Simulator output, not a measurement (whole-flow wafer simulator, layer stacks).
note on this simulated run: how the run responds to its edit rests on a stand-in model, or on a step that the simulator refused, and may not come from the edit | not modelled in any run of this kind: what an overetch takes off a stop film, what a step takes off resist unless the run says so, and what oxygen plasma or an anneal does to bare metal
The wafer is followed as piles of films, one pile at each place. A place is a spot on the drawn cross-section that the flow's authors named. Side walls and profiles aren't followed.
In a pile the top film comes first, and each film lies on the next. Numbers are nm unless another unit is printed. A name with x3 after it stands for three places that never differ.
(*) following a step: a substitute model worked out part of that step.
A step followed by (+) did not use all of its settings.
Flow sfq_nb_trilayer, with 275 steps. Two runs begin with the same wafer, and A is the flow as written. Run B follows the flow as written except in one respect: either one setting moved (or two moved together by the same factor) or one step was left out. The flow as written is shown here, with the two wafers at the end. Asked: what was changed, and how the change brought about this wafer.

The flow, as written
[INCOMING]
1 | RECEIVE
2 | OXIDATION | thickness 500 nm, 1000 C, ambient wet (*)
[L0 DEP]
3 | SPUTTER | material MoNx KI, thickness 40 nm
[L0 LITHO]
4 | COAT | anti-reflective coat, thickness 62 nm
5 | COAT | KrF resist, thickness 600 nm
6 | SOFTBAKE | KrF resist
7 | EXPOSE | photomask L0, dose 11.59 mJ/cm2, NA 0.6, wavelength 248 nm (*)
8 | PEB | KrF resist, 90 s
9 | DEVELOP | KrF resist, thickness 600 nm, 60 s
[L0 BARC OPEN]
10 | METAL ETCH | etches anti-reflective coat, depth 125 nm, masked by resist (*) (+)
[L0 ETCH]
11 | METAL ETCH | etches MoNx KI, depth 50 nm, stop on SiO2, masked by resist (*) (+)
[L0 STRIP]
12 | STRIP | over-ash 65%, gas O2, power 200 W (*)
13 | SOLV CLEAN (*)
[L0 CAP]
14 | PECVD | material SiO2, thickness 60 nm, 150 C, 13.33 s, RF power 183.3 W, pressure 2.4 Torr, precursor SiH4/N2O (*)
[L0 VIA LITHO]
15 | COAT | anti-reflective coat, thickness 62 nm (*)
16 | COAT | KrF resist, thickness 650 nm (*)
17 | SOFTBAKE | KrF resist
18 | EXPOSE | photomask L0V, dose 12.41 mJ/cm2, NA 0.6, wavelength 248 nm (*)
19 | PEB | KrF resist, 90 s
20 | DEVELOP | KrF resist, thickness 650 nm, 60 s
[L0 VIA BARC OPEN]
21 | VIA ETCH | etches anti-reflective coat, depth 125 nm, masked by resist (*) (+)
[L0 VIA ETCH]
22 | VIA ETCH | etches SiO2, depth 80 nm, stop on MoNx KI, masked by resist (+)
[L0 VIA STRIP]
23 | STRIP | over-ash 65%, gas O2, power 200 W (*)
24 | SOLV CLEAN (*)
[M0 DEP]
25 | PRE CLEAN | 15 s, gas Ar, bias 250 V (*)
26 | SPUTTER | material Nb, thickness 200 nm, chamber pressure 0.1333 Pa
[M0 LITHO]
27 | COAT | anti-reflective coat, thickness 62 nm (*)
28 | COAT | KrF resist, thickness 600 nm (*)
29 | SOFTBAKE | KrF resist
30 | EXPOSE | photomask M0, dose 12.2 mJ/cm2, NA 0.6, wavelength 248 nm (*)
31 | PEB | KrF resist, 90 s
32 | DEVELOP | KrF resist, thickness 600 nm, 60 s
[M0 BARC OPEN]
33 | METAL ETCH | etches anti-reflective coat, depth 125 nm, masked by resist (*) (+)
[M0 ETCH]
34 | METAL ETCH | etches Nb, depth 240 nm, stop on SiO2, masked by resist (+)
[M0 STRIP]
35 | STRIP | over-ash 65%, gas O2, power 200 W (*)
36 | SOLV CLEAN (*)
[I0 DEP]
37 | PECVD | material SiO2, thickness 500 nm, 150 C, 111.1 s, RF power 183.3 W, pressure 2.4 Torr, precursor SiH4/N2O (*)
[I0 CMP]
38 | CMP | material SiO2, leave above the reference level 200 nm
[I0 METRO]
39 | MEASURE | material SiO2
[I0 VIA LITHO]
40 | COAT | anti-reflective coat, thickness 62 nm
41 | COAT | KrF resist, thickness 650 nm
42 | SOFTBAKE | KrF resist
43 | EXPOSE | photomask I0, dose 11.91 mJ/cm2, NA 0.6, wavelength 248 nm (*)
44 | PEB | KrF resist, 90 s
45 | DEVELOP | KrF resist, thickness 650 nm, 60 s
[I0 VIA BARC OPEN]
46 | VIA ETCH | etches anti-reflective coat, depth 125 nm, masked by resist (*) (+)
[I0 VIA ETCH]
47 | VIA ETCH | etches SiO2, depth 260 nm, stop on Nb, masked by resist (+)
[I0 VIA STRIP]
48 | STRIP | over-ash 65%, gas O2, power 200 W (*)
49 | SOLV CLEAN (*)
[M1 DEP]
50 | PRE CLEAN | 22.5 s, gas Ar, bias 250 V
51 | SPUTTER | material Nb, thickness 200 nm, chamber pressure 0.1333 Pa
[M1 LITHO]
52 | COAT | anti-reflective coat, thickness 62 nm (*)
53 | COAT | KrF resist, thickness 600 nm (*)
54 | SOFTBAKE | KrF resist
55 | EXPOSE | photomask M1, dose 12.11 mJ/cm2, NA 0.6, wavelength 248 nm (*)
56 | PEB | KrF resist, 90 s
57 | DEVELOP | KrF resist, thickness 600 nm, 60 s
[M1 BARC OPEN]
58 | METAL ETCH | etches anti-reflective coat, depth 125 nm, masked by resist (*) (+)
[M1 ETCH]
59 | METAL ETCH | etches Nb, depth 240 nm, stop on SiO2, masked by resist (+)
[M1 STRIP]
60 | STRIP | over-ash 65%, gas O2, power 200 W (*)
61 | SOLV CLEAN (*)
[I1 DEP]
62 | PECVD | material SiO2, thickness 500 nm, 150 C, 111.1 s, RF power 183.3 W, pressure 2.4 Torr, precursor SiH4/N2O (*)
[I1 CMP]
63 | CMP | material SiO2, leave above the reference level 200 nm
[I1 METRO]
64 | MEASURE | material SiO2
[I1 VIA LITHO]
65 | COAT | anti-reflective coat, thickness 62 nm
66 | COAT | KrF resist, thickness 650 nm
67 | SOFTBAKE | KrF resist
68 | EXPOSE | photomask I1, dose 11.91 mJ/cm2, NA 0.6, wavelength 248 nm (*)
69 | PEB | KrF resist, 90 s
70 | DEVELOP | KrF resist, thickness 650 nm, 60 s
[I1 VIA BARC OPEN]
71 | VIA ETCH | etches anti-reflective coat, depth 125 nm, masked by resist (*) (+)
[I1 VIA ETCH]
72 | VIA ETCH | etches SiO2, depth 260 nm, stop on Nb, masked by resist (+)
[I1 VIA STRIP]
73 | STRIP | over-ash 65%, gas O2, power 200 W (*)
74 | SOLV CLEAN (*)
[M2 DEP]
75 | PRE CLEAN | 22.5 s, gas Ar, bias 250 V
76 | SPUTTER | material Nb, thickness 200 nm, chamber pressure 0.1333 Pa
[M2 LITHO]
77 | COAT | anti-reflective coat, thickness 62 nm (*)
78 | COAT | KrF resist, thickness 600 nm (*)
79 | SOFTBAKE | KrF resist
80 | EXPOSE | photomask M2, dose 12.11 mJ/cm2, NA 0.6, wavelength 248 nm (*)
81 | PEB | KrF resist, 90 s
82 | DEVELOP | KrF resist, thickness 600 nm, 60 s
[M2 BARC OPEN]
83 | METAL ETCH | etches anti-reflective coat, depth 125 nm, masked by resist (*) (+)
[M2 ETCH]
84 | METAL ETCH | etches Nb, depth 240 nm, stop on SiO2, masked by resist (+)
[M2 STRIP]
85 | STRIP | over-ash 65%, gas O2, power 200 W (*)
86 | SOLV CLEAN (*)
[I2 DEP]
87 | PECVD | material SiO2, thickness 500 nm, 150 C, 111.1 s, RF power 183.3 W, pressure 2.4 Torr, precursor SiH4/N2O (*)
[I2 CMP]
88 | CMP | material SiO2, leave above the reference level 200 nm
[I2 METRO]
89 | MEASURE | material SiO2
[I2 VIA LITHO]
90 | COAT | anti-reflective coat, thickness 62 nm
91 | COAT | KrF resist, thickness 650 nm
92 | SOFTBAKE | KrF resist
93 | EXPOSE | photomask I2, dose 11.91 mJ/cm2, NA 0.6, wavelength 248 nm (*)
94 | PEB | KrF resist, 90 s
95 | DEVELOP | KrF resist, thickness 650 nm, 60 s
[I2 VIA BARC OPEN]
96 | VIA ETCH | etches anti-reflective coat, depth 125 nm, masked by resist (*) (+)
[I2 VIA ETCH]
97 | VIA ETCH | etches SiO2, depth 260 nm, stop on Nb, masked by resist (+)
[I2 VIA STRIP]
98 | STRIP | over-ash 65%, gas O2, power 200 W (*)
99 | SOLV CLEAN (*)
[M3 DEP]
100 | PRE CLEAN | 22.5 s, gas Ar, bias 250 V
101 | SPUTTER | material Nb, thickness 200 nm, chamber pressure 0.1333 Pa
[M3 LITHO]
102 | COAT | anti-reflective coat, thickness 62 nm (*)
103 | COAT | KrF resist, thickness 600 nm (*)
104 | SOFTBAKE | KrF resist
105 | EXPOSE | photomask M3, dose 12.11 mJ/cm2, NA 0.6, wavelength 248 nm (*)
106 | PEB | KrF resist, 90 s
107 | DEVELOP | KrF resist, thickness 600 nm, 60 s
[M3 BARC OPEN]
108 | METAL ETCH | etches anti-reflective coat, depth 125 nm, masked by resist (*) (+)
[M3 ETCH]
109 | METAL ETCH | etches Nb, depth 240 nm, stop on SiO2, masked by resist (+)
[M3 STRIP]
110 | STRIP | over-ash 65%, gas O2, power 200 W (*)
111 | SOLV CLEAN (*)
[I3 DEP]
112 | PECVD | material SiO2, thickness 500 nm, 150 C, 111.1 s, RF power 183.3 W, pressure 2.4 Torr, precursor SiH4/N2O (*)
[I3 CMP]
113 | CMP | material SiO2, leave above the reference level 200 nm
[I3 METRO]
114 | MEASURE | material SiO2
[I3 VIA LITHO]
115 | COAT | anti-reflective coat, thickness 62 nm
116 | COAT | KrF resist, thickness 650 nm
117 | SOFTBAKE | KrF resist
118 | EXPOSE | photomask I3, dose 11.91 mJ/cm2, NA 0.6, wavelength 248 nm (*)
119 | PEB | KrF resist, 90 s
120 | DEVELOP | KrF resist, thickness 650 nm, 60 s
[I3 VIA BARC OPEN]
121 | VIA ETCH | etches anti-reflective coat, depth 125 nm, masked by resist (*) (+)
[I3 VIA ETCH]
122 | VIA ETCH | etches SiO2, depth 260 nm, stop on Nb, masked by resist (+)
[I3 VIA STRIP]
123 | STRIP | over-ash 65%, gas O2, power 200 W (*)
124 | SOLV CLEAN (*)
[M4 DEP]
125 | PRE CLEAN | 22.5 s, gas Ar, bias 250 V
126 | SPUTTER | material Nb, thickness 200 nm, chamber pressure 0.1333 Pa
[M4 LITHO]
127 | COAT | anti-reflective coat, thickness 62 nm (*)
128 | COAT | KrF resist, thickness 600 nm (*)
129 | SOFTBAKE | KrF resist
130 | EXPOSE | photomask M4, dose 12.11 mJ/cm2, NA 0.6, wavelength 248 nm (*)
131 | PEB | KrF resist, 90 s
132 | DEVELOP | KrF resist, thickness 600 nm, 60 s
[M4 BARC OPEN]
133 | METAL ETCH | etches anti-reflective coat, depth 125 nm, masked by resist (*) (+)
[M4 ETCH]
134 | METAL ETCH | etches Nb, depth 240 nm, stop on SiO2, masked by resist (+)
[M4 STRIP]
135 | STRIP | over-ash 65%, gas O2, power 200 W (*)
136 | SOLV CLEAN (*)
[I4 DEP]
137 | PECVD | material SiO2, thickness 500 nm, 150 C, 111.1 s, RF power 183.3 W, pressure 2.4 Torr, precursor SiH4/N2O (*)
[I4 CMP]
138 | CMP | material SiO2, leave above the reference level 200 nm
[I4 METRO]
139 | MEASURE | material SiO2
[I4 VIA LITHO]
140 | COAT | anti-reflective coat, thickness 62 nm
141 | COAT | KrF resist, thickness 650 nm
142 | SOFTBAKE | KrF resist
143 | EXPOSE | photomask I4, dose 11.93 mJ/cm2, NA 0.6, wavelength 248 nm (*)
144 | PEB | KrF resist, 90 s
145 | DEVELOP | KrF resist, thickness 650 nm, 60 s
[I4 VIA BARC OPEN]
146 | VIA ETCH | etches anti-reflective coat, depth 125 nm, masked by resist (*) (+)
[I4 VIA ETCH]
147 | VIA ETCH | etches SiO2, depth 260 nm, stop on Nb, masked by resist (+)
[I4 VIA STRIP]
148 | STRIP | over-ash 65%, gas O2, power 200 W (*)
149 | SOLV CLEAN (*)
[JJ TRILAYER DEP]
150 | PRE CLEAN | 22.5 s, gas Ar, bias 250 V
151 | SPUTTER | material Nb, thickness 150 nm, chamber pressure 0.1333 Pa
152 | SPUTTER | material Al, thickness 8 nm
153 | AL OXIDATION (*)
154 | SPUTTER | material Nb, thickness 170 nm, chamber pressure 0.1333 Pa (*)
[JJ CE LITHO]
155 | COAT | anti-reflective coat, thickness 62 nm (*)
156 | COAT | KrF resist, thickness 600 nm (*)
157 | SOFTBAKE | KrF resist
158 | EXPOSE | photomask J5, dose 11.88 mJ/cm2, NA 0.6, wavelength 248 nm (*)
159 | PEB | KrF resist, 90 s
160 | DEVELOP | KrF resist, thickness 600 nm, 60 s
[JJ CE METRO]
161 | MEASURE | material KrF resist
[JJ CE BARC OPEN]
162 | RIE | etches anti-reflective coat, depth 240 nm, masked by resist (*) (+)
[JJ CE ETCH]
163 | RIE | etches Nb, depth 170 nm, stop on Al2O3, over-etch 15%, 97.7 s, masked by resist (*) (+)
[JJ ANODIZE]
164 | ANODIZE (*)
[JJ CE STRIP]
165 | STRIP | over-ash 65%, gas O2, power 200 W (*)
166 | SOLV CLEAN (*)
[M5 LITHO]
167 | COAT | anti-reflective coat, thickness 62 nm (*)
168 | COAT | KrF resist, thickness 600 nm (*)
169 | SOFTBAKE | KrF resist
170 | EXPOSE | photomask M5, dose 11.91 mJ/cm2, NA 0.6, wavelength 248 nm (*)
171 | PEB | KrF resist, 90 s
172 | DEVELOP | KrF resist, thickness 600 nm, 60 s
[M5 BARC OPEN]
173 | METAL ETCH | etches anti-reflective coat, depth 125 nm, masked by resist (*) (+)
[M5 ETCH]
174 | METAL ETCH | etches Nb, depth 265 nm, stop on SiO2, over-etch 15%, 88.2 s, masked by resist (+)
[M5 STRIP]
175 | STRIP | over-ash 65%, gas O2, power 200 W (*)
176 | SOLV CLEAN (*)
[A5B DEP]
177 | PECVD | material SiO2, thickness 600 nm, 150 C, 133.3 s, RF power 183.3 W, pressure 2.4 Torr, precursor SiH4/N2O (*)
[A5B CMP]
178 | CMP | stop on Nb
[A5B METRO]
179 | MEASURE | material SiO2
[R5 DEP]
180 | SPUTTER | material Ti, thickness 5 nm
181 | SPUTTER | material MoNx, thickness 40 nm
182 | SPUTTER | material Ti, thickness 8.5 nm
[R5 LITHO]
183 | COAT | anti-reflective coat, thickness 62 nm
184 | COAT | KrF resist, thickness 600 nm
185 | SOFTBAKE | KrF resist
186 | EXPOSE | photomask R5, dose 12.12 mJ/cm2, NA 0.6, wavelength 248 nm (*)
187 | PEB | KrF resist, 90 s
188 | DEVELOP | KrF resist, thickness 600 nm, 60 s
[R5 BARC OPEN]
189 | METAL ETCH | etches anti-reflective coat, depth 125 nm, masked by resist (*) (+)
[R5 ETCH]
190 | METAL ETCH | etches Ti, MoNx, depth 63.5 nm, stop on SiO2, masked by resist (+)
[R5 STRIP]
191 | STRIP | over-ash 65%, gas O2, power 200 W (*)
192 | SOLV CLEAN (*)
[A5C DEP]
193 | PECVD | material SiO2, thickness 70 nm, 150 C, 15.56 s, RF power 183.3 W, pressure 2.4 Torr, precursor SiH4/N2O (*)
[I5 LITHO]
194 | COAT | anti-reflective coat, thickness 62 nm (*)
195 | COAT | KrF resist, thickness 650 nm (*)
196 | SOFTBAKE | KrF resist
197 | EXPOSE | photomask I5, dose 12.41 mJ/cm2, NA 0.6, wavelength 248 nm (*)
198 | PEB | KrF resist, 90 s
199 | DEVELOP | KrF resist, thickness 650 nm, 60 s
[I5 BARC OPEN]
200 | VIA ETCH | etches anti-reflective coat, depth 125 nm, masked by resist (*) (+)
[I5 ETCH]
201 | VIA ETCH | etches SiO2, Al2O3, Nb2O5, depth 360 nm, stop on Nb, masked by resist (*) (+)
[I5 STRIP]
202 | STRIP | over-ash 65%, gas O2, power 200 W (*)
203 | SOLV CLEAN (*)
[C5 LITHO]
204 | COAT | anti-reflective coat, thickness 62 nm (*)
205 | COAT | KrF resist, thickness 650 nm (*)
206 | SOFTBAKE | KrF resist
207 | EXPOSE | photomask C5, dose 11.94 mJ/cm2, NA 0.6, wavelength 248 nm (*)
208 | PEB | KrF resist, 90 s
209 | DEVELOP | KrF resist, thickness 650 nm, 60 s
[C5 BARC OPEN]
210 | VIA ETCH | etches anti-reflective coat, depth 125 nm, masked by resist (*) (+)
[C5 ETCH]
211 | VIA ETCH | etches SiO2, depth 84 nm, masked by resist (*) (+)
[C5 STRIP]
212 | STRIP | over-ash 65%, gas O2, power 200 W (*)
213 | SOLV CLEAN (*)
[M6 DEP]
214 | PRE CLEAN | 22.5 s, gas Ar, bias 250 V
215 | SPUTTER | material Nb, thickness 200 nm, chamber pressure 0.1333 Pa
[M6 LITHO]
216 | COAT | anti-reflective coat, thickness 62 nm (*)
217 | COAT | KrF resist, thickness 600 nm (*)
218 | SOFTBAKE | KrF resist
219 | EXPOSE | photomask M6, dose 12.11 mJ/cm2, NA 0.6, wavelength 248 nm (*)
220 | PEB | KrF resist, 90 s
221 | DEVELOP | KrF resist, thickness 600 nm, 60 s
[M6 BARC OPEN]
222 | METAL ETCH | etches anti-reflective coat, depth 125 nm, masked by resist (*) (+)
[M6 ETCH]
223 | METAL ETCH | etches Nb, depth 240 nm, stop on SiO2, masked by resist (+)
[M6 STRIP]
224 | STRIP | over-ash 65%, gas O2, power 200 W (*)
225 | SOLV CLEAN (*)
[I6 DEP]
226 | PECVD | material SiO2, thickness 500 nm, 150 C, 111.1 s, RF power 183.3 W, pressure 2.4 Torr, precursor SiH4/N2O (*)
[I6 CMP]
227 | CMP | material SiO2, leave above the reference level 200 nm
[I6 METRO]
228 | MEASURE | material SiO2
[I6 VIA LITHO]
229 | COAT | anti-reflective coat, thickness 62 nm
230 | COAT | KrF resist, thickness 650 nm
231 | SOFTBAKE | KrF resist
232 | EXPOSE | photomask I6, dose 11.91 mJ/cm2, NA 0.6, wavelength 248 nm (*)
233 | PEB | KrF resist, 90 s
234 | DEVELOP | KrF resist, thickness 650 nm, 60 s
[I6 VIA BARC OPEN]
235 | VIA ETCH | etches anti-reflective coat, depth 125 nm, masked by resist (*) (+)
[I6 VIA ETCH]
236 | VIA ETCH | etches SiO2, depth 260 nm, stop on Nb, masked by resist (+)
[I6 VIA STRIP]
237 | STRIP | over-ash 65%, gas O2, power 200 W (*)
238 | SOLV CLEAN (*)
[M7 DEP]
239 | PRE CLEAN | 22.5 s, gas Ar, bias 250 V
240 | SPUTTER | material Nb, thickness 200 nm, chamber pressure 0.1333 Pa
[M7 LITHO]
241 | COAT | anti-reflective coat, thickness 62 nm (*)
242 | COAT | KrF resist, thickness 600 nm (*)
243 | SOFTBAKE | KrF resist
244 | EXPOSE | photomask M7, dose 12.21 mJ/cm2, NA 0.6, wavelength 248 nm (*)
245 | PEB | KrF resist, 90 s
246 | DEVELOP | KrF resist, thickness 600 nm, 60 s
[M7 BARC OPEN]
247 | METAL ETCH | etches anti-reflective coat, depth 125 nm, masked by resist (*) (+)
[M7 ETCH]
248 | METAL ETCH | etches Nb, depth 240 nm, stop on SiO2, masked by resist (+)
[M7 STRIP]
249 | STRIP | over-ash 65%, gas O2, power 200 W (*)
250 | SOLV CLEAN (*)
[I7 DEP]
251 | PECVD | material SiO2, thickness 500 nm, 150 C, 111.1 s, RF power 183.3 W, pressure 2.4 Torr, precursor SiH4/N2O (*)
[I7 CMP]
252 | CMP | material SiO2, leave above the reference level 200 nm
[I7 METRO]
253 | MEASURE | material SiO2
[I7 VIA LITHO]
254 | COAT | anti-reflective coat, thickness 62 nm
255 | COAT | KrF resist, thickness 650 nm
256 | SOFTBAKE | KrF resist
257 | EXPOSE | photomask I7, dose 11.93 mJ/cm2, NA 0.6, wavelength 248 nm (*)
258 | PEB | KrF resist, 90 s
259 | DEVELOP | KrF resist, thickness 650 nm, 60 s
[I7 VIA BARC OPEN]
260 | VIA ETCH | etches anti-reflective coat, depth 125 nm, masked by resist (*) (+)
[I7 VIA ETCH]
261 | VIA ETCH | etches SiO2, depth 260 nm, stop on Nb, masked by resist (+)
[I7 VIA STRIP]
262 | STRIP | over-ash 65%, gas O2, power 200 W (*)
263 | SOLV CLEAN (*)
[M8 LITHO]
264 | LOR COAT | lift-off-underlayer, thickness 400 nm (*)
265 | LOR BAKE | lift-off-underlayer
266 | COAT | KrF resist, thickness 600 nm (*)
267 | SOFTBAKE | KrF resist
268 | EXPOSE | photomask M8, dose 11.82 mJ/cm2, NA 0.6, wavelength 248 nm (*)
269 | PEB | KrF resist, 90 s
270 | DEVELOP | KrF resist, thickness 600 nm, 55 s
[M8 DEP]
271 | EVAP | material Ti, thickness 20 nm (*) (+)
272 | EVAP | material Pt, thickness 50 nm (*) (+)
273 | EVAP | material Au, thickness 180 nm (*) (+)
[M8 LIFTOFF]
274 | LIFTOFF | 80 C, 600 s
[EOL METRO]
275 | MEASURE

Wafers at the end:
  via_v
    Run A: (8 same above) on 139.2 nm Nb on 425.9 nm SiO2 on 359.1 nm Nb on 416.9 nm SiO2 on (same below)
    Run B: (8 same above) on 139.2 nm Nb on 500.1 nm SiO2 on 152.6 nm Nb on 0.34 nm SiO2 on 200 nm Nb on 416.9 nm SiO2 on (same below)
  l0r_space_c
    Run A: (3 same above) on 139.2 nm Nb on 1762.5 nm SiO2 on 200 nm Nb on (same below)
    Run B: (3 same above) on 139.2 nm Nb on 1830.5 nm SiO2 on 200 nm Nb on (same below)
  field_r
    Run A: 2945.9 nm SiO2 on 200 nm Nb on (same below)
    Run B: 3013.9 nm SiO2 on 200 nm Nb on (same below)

The reason: step 113, CMP: leave above the reference level 268 nm was run, though the flow has leave above the reference level 200 nm.

How this came from the change, step by step:
  113 | CMP | material SiO2, leave above the reference level 200 nm
      field_l, be, be_sur and 64 more: A -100 SiO2 | B -32 SiO2
      v_sur, via_wl, via_wr and 27 more: A -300 SiO2 | B -232 SiO2
      (and at 9 other places as well)
  122 | VIA ETCH | etches SiO2, depth 260 nm, stop on Nb, masked by resist (+)
      via_v: A -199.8 SiO2 (all of it) | B -260 SiO2
  125 | PRE CLEAN | 22.5 s, gas Ar, bias 250 V
      via_v: A -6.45 Nb | B -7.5 SiO2
  126 | SPUTTER | material Nb, thickness 200 nm, chamber pressure 0.1333 Pa
      via_v: A +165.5 Nb | B +152.6 Nb (new film)
  127 | COAT | anti-reflective coat, thickness 62 nm (*)
      via_sp: A +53 anti-reflective coat (new film) | B +50.1 anti-reflective coat (new film)
      via_v: A +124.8 anti-reflective coat (new film) | B +128.6 anti-reflective coat (new film)
      (and at 1 other place as well)
  128 | COAT | KrF resist, thickness 600 nm (*)
      via_v: A +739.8 KrF resist (new film) | B +797.5 KrF resist (new film)
  135 | STRIP | over-ash 65%, gas O2, power 200 W (*)
      via_sp: A -373.9 KrF resist (all of it), -53 anti-reflective coat (all of it) | B -369.8 KrF resist (all of it), -50.1 anti-reflective coat (all of it)
      via_v: A -521.8 KrF resist (all of it), -124.8 anti-reflective coat (all of it) | B -579.3 KrF resist (all of it), -128.6 anti-reflective coat (all of it)
      (and at 1 other place as well)
  137 | PECVD | material SiO2, thickness 500 nm, 150 C, 111.1 s, RF power 183.3 W, pressure 2.4 Torr, precursor SiH4/N2O (*)
      via_v: A +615 SiO2 (new film) | B +664.6 SiO2 (new film)
  138 | CMP | material SiO2, leave above the reference level 200 nm
      via_v: A -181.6 SiO2 | B -157.1 SiO2
Taking metal films that touch as one body, via_v has 7 bodies (between them, from the top down: SiO2 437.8; SiO2 209 / Al2O3 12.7 / Nb2O5 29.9; SiO2 500.1; SiO2 0.34; SiO2 416.9; SiO2 192.5); the flow as written gives 6 bodies (between them, from the top down: SiO2 437.8; SiO2 209 / Al2O3 12.7 / Nb2O5 29.9; SiO2 425.9; SiO2 416.9; SiO2 192.5).
